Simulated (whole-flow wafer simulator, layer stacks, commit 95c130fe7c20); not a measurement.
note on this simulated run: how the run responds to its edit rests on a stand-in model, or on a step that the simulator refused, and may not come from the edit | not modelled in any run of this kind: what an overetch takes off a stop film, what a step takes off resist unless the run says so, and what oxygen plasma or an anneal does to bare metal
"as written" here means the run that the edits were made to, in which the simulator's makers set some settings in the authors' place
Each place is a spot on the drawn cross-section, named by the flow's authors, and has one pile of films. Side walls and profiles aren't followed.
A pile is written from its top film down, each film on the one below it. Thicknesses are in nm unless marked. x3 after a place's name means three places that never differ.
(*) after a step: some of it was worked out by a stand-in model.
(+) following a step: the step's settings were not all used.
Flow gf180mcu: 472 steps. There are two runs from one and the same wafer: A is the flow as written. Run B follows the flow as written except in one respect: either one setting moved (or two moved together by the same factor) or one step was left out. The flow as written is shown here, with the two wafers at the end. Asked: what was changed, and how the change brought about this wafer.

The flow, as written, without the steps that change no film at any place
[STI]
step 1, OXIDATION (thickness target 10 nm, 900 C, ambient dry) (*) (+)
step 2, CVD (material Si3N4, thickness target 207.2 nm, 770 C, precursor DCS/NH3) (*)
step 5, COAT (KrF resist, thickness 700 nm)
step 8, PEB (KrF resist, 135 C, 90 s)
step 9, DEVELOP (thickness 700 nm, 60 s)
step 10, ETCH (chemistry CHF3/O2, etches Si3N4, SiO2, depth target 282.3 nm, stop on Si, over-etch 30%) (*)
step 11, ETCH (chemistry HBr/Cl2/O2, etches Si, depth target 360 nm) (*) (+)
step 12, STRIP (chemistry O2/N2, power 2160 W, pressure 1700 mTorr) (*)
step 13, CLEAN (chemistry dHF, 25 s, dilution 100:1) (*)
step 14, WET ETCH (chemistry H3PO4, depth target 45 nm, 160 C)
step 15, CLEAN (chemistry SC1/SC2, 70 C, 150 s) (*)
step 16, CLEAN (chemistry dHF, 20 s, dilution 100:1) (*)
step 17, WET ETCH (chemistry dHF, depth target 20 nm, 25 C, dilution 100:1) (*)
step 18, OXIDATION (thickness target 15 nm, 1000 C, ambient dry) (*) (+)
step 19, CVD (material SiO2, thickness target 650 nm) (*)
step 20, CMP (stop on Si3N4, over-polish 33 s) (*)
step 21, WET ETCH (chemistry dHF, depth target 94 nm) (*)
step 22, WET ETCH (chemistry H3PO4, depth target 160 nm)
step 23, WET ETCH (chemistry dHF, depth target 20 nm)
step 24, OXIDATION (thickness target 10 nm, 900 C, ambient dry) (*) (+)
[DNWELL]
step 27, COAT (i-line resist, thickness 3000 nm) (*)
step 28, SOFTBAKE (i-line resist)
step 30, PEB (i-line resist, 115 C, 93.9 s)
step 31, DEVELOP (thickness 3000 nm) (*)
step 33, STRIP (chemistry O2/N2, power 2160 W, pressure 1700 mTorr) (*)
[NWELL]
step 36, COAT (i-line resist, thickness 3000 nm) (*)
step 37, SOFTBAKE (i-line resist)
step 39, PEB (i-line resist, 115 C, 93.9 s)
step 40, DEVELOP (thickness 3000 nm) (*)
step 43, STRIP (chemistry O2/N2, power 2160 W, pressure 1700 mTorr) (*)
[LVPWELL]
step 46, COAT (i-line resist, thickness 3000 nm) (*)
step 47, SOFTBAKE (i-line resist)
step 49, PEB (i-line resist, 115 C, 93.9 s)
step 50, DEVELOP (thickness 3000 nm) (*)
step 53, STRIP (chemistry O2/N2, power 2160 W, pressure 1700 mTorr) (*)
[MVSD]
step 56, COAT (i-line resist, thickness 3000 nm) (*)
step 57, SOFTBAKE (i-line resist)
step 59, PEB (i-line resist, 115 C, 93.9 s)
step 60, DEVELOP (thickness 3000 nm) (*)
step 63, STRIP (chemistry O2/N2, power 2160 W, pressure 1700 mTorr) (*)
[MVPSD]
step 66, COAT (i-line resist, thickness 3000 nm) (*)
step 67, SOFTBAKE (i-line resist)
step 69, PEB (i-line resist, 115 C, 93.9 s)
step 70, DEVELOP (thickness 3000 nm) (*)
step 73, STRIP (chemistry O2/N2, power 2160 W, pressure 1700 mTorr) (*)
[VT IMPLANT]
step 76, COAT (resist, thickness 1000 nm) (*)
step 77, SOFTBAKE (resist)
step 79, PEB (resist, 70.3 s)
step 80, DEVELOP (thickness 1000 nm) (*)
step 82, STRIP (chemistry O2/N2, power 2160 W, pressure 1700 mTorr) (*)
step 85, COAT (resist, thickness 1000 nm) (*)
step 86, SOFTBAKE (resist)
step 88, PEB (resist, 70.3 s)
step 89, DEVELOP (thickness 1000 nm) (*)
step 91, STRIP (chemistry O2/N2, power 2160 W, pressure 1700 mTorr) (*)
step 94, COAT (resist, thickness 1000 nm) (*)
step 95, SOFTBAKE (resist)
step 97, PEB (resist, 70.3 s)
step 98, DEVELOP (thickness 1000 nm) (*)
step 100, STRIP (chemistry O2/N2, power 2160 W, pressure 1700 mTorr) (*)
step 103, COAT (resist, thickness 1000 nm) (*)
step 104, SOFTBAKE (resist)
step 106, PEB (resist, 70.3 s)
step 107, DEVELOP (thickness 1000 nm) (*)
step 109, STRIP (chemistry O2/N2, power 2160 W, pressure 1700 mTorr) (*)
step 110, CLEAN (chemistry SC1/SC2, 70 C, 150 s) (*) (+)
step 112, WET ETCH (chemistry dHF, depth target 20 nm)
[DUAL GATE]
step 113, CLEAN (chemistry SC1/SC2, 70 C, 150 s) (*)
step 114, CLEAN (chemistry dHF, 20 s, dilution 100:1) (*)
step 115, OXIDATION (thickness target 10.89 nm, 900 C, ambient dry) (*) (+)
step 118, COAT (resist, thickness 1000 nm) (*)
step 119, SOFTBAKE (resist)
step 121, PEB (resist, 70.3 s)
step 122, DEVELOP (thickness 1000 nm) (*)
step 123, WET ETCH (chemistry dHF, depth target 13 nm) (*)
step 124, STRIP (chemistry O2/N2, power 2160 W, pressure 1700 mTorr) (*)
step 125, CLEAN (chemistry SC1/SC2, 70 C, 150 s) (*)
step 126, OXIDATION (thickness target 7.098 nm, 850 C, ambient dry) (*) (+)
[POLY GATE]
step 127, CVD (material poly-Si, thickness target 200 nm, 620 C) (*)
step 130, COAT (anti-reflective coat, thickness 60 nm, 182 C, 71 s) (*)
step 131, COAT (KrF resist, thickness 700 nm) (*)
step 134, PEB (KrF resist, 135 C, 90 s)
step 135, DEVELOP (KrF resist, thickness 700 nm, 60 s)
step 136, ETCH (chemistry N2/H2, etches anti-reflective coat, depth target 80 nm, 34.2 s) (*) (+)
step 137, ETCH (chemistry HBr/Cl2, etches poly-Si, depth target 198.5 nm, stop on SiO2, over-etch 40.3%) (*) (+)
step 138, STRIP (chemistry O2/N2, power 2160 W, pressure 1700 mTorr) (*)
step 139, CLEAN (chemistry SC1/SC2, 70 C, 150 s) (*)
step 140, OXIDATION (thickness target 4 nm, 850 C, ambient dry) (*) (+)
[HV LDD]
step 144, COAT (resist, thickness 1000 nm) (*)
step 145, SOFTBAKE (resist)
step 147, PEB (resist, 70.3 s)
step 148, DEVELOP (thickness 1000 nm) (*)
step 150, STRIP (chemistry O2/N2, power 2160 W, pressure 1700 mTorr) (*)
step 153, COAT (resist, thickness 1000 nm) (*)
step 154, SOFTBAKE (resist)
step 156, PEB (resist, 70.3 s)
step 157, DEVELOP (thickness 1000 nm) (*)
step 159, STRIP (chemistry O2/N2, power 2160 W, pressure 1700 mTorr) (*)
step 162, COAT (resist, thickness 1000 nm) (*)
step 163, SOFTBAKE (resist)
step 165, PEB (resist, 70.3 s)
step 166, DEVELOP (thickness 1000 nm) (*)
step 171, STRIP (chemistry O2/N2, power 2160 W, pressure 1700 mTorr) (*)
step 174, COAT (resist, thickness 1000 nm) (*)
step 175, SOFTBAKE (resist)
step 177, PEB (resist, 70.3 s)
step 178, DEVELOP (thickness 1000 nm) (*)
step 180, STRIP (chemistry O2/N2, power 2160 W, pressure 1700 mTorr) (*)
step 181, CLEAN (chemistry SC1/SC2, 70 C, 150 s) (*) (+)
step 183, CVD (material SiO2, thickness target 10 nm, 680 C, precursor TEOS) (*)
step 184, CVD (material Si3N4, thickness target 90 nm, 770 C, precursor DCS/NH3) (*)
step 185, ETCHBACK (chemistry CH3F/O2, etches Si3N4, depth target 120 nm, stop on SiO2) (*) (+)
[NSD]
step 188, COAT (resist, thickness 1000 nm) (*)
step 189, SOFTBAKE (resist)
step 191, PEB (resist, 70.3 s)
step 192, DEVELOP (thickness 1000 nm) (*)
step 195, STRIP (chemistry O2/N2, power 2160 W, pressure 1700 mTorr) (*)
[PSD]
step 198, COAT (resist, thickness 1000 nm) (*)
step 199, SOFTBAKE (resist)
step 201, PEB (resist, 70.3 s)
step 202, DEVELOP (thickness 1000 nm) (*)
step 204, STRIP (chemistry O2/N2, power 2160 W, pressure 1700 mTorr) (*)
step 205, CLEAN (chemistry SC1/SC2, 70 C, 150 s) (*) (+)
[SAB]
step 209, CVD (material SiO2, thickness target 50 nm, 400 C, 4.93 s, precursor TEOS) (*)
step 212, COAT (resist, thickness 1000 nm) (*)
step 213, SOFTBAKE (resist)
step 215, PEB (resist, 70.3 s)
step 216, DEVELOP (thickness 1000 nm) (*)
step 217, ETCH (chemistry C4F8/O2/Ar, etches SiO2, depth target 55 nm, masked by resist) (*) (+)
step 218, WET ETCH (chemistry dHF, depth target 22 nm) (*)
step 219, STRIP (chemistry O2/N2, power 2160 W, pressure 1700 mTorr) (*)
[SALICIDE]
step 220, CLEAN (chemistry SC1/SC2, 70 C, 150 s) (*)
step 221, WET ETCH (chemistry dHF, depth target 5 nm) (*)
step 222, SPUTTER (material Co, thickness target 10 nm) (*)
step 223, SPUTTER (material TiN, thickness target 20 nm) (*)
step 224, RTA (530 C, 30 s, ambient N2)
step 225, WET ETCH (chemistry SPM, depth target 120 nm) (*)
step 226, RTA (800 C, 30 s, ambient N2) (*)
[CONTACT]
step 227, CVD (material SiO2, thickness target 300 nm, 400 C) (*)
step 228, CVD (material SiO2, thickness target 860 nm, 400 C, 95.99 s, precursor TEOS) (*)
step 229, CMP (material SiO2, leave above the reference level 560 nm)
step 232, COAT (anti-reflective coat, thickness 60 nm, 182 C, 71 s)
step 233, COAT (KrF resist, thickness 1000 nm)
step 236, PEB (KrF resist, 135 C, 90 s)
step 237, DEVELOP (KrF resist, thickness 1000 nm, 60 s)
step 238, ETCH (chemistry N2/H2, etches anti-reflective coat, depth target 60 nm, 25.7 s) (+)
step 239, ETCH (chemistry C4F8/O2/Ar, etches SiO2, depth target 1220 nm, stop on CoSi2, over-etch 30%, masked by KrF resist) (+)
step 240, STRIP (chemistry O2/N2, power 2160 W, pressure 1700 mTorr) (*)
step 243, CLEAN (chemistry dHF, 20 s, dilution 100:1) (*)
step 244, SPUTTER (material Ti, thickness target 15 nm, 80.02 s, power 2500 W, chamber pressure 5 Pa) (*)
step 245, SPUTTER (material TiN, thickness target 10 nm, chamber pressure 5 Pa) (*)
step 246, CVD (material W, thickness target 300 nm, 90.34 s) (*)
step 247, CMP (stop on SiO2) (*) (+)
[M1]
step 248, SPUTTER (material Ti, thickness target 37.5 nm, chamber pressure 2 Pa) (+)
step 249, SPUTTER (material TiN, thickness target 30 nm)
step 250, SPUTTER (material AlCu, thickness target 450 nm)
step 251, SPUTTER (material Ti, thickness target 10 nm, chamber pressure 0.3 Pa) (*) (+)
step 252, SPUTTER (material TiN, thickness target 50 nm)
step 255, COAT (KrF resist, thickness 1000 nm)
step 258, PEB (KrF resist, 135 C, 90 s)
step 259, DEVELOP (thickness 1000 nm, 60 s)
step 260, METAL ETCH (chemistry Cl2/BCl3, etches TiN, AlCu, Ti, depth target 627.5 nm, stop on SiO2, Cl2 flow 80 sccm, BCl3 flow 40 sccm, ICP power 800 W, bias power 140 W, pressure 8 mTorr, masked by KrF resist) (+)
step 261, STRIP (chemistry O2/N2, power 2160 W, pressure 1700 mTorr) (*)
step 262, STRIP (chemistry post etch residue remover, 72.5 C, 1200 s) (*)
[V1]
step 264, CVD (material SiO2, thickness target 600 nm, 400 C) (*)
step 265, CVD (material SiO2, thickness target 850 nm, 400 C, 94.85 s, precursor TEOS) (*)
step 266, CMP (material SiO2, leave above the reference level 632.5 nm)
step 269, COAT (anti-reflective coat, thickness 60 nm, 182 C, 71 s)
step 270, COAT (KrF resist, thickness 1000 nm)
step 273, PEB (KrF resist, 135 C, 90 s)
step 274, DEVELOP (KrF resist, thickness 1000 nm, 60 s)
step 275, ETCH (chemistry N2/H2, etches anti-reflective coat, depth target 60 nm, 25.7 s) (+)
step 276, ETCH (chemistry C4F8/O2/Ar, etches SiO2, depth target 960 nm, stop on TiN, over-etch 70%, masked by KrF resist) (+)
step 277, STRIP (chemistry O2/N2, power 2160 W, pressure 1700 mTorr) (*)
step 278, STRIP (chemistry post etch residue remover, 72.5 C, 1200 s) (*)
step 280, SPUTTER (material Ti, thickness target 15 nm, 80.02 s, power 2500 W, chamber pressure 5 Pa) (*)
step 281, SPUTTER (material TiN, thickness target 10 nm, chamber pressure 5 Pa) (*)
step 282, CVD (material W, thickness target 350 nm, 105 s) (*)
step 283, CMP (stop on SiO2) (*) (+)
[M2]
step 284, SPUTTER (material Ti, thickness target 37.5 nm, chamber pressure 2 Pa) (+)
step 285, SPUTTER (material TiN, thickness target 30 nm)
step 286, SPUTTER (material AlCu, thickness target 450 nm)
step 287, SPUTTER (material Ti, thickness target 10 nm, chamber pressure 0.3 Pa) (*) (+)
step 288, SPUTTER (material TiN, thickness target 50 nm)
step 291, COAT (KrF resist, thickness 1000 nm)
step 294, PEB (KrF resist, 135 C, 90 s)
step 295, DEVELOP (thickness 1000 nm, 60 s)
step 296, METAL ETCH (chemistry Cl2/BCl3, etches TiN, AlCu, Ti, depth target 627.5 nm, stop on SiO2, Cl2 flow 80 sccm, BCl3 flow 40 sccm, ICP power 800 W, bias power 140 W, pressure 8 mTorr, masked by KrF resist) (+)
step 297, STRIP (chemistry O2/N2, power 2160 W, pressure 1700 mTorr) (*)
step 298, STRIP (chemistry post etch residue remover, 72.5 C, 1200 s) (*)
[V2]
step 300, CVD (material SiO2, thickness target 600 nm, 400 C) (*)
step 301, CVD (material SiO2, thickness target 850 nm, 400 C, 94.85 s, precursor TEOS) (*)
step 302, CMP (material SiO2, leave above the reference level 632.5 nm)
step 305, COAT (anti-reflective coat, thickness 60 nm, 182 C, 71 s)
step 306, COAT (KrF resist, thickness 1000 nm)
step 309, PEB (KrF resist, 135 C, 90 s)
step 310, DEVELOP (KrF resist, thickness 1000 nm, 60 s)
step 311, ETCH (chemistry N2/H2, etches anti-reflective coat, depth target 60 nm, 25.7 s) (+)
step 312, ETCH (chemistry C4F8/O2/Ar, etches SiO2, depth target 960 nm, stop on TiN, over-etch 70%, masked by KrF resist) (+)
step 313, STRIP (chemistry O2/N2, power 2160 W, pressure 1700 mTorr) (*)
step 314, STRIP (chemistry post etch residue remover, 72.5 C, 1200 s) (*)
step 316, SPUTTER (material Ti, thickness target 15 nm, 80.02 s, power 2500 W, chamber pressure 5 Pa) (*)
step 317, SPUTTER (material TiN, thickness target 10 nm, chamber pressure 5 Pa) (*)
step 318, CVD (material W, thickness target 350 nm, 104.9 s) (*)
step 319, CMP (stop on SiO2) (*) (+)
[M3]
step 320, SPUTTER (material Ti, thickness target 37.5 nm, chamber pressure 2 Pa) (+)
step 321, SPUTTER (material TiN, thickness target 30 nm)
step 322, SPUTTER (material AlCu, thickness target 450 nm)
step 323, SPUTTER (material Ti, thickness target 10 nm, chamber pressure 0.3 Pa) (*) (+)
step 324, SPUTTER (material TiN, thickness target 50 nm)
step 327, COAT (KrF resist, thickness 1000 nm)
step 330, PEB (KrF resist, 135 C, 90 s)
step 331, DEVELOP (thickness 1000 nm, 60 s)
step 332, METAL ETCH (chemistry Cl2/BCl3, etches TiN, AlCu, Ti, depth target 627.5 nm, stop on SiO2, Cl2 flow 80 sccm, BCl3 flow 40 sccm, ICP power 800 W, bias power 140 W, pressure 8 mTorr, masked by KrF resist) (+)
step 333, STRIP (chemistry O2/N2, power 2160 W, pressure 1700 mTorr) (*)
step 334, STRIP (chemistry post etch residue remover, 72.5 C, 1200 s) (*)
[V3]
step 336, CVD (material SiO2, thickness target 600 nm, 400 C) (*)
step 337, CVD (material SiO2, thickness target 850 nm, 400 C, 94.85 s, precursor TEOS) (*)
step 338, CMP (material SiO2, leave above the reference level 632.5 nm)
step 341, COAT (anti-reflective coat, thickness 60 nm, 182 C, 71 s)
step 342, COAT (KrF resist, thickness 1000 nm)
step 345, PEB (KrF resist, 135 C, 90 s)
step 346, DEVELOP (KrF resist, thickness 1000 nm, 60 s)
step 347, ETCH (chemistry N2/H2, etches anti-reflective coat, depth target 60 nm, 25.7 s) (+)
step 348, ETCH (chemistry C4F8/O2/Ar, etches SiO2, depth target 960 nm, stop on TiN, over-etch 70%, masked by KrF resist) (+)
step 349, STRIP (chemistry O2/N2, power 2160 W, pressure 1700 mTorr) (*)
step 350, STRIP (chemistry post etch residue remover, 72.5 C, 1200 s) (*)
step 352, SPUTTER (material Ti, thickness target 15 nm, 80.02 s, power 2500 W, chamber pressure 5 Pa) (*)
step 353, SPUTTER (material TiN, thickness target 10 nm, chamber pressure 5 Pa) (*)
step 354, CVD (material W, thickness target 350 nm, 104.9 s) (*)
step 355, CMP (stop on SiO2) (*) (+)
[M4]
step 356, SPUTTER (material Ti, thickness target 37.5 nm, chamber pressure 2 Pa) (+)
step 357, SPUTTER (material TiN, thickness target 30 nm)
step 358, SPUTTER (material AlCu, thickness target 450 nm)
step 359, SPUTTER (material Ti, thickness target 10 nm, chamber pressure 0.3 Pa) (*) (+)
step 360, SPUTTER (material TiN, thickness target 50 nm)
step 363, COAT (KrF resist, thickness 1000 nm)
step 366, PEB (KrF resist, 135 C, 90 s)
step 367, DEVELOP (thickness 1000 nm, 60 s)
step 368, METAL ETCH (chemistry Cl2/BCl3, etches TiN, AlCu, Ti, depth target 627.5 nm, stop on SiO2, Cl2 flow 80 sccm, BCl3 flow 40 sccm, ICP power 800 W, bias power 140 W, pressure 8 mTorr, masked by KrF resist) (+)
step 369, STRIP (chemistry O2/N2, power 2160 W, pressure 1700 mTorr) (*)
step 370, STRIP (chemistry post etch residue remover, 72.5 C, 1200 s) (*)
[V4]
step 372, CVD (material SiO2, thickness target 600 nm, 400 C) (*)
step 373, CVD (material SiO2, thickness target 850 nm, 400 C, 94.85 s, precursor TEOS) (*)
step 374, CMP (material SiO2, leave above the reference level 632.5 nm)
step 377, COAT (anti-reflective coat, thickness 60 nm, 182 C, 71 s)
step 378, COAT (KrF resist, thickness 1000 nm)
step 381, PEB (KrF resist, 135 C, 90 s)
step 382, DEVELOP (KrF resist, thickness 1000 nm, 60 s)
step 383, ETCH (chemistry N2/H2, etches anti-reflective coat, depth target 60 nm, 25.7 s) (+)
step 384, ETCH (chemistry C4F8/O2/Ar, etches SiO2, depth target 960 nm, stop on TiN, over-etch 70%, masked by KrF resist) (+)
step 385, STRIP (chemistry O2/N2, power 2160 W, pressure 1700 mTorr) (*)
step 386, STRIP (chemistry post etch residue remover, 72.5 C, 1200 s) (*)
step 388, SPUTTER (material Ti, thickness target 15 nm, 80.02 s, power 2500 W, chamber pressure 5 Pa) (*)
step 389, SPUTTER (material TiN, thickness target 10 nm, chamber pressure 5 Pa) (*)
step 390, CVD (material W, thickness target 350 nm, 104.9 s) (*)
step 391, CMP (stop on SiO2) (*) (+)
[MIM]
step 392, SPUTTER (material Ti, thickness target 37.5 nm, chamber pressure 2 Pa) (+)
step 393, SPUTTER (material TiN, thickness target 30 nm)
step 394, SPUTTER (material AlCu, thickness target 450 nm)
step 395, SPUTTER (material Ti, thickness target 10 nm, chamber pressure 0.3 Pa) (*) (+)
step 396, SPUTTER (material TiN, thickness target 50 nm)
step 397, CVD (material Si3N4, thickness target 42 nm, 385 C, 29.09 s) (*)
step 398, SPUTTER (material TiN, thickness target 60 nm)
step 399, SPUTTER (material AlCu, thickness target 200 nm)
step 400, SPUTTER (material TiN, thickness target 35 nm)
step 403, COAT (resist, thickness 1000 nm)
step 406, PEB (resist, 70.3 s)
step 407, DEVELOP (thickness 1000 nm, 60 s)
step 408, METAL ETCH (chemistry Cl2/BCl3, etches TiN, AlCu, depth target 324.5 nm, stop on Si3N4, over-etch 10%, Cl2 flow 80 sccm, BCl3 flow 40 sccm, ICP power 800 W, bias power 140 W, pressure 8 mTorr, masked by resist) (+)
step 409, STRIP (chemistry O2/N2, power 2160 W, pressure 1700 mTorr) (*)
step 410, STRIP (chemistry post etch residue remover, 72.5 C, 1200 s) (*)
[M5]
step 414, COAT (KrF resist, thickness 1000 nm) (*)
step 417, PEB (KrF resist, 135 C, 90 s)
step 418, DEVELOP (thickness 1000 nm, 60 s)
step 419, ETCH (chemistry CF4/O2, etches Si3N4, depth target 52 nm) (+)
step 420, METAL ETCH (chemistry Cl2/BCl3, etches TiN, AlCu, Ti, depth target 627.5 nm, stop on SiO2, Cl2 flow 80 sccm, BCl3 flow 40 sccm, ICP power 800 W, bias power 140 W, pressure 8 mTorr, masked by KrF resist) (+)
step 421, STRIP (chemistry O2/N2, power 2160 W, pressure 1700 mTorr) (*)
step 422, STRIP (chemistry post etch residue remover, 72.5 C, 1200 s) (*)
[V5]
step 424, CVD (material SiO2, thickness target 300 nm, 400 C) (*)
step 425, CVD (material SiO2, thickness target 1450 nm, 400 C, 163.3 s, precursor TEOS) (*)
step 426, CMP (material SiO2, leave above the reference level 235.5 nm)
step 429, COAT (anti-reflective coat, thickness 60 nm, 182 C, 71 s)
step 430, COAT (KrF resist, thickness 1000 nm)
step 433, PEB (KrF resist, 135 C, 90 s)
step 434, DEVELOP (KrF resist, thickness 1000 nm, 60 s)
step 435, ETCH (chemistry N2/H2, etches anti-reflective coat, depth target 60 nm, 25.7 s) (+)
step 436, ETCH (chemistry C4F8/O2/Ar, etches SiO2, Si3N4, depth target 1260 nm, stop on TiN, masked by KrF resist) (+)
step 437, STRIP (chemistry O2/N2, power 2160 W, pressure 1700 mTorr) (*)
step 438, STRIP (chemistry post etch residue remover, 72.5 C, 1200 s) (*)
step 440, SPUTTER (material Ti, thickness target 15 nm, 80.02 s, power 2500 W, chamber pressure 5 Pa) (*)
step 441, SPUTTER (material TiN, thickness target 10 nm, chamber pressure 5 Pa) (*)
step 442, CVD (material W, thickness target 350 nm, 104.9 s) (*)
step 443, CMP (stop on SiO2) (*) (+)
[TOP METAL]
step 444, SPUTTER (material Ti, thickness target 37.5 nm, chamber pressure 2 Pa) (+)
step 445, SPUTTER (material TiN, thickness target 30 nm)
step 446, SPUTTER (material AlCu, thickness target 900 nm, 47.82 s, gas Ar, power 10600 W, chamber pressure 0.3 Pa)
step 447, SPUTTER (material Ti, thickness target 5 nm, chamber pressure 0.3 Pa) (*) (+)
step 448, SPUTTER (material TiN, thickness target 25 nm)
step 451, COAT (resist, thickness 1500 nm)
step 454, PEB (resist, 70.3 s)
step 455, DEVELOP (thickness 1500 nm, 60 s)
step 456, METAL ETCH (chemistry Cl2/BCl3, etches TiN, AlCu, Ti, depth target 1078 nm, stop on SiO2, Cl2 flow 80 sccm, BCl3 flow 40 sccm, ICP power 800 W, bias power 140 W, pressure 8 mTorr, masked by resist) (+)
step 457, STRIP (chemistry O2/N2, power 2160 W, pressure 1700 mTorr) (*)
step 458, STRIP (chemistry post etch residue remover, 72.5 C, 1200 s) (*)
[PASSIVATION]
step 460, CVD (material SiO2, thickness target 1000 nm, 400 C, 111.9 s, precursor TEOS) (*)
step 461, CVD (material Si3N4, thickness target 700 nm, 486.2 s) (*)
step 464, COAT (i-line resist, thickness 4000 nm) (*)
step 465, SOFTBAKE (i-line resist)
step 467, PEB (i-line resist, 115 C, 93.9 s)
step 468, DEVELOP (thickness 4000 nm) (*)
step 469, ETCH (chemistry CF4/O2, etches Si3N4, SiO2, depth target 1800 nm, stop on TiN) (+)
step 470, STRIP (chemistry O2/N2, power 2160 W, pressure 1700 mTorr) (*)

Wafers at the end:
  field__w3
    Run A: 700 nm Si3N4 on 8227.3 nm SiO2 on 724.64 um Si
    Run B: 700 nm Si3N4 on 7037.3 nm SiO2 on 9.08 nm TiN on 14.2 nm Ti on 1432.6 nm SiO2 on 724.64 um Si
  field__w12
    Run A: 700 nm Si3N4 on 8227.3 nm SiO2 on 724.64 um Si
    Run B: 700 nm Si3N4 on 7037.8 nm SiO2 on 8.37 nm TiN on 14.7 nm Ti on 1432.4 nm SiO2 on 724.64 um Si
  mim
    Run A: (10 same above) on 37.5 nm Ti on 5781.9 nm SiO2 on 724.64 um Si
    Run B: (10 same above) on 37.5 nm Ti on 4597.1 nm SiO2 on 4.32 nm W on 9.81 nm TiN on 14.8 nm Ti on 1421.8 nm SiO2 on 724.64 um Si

Cause: step 229, CMP: leave above the reference level 826 nm was run, whereas the flow has leave above the reference level 560 nm.

The path from the change to this, step by step:
  step 229, CMP (material SiO2, leave above the reference level 560 nm)
      field_sub, field_sub__w2: A -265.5 SiO2 | B nothing
      field__w2: A -250 SiO2 | B nothing
      (and at 108 other places as well)
  step 232, COAT (anti-reflective coat, thickness 60 nm, 182 C, 71 s)
      field__w2: A +60 anti-reflective coat (new film) | B +74.1 anti-reflective coat (new film)
      field__w3: A +60 anti-reflective coat (new film) | B +91.4 anti-reflective coat (new film)
      (and at 10 other places as well)
  step 239, ETCH (chemistry C4F8/O2/Ar, etches SiO2, depth target 1220 nm, stop on CoSi2, over-etch 30%, masked by KrF resist) (+)
      field, field__w1, field__w2 and 105 more: A -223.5 KrF resist | B -244 KrF resist
      polyc_n, polyc_p: A -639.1 SiO2 (all of it) | B -905.1 SiO2 (all of it)
      (and at 1 other place as well)
  step 240, STRIP (chemistry O2/N2, power 2160 W, pressure 1700 mTorr) (*)
      field__w8, gate_hv, m1__w1 and 38 more: A -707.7 KrF resist (all of it), -60 anti-reflective coat (all of it) | B -687.2 KrF resist (all of it), -60 anti-reflective coat (all of it)
      field_sub__w3, field_sub__w4, ld_sd_p, ld_gate_p, ld_acc_p, ld_drn_p, ld_body_p_dnw, nw_sep_fld: A -707.7 KrF resist (all of it), -60 anti-reflective coat (all of it) | B -687 KrF resist (all of it), -59.9 anti-reflective coat (all of it)
      (and at 59 other places as well)
  step 244, SPUTTER (material Ti, thickness target 15 nm, 80.02 s, power 2500 W, chamber pressure 5 Pa) (*)
      field__w2: A +15 Ti (new film) | B +14.3 Ti (new film)
      field__w3: A +15 Ti (new film) | B +14.2 Ti (new film)
      (and at 1 other place as well)
  step 245, SPUTTER (material TiN, thickness target 10 nm, chamber pressure 5 Pa) (*)
      field__w3: A +10 TiN (new film) | B +9.47 TiN (new film)
      contact: A +5.48 TiN (new film) | B +4.72 TiN (new film)
  step 246, CVD (material W, thickness target 300 nm, 90.34 s) (*)
      polyc_n, polyc_p: A +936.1 W (new film) | B +1202.1 W (new film)
      contact: A +1167.5 W (new film) | B +1435.5 W (new film)
  step 247, CMP (stop on SiO2) (*) (+)
      field__w2: A -300 W (all of it), -10 TiN (all of it), -15 Ti (all of it), -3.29 SiO2 | B -300 W (all of it), -9.51 TiN (all of it), -1.65 Ti
      field__w3: A -300 W (all of it), -10 TiN (all of it), -15 Ti (all of it), -3.29 SiO2 | B -293.7 W
      (and at 4 other places as well)
  step 248, SPUTTER (material Ti, thickness target 37.5 nm, chamber pressure 2 Pa) (+)
      field__w2, ld_sd_n: A +37.5 Ti (new film) | B +37.5 Ti
  step 260, METAL ETCH (chemistry Cl2/BCl3, etches TiN, AlCu, Ti, depth target 627.5 nm, stop on SiO2, Cl2 flow 80 sccm, BCl3 flow 40 sccm, ICP power 800 W, bias power 140 W, pressure 8 mTorr, masked by KrF resist) (+)
      field__w3, mim: A -50 TiN (all of it), -10 Ti (all of it), -450 AlCu (all of it), -30 TiN (all of it), -37.5 Ti (all of it) | B -50 TiN (all of it), -10 Ti (all of it), -450 AlCu (all of it), -30 TiN (all of it), -37.5 Ti (all of it), -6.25 W
      field__w12: A -50 TiN (all of it), -10 Ti (all of it), -450 AlCu (all of it), -30 TiN (all of it), -37.5 Ti (all of it) | B -50 TiN (all of it), -10 Ti (all of it), -450 AlCu (all of it), -30 TiN (all of it), -37.5 Ti (all of it), -6.13 W (all of it), -0.98 TiN
      (and at 2 other places as well)
  step 262, STRIP (chemistry post etch residue remover, 72.5 C, 1200 s) (*)
      mim: A nothing | B -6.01 W
  step 264, CVD (material SiO2, thickness target 600 nm, 400 C) (*)
      field__w3, field__w12, mim: A +600 SiO2 | B +600 SiO2 (new film)
  step 266, CMP (material SiO2, leave above the reference level 632.5 nm)
      field__w2: A -300 SiO2 | B -292.7 SiO2
      field__w3: A -300 SiO2 | B -292.9 SiO2
      (and at 2 other places as well)
With metal films that touch counted as one body, field__w3 has 1 body; the flow as written gives 0 bodies.
With metal films that touch counted as one body, field__w12 has 1 body; the flow as written gives 0 bodies.
With metal films that touch counted as one body, mim has 3 bodies (between them, from the top down: Si3N4 42; SiO2 4597.1); the flow as written gives 2 bodies (between them, from the top down: Si3N4 42).
